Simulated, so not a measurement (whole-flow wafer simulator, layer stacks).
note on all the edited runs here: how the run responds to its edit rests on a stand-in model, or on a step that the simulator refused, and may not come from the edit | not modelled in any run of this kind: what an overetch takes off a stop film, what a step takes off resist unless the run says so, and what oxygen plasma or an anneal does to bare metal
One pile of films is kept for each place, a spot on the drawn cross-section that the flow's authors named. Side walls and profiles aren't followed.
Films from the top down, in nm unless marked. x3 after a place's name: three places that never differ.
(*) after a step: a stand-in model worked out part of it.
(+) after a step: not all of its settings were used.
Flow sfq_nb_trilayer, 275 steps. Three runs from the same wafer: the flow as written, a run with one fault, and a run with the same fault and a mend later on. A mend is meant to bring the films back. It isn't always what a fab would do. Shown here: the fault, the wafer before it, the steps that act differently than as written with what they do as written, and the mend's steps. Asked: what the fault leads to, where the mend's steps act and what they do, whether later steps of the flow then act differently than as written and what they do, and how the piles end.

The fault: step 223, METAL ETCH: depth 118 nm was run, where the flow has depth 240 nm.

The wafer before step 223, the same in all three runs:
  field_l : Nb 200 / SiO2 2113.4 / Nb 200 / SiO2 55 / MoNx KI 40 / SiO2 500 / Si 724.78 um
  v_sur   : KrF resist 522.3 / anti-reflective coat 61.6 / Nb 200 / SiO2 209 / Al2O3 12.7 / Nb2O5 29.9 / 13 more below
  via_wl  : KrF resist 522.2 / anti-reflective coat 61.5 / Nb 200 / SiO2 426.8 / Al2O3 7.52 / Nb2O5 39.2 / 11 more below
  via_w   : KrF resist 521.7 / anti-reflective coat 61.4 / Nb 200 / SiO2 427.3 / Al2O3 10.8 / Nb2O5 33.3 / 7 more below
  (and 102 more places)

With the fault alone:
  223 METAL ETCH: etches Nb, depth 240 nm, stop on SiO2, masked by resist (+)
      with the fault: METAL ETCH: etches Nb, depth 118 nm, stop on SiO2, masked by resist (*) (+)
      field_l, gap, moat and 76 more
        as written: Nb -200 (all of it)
        with the fault: Nb -118
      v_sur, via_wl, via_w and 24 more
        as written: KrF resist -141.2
        with the fault: KrF resist -69.4
  Later steps of the flow that act differently than as written:
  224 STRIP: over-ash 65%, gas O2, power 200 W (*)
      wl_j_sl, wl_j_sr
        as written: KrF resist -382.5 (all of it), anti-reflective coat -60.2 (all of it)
        with the fault: KrF resist -454.3 (all of it), anti-reflective coat -60.2 (all of it)
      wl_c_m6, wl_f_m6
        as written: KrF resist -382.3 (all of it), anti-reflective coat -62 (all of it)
        with the fault: KrF resist -454 (all of it), anti-reflective coat -62 (all of it)
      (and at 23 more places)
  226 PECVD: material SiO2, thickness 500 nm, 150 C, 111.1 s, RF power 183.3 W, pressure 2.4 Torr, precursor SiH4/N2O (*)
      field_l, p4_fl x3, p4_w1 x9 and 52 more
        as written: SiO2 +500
        with the fault: SiO2 +500 (new film)
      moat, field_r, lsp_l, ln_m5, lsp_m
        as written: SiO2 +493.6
        with the fault: SiO2 +500 (new film)
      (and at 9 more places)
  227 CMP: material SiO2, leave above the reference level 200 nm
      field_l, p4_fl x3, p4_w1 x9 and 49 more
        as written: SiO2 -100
        with the fault: SiO2 -182
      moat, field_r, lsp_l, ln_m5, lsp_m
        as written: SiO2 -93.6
        with the fault: SiO2 -182
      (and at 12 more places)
  At the end the piles differ from the flow's by more than 2% or 0.5 nm, whichever is larger, at field_l, gap, moat and 76 more.
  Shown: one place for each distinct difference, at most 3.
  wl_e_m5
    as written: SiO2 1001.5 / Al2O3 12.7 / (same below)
    with the fault: SiO2 710.5 / Nb 82 / SiO2 209 / Al2O3 12.7 / (same below)
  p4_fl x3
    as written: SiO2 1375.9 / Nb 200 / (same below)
    with the fault: SiO2 710.5 / Nb 82 / SiO2 583.4 / Nb 200 / (same below)
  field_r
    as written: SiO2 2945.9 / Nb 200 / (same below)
    with the fault: SiO2 710.5 / Nb 82 / SiO2 2153.4 / Nb 200 / (same below)

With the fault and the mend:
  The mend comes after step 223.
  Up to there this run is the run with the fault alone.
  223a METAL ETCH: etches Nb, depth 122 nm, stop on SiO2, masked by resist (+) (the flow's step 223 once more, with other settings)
      field_l, gap, moat and 76 more
        Nb -82 (all of it)
      v_sur, via_wl, via_w and 24 more
        KrF resist -71.8
  No later step of the flow acts differently than as written at any place that is followed.
  At the end the piles are the same as the flow's at every place that both follow.
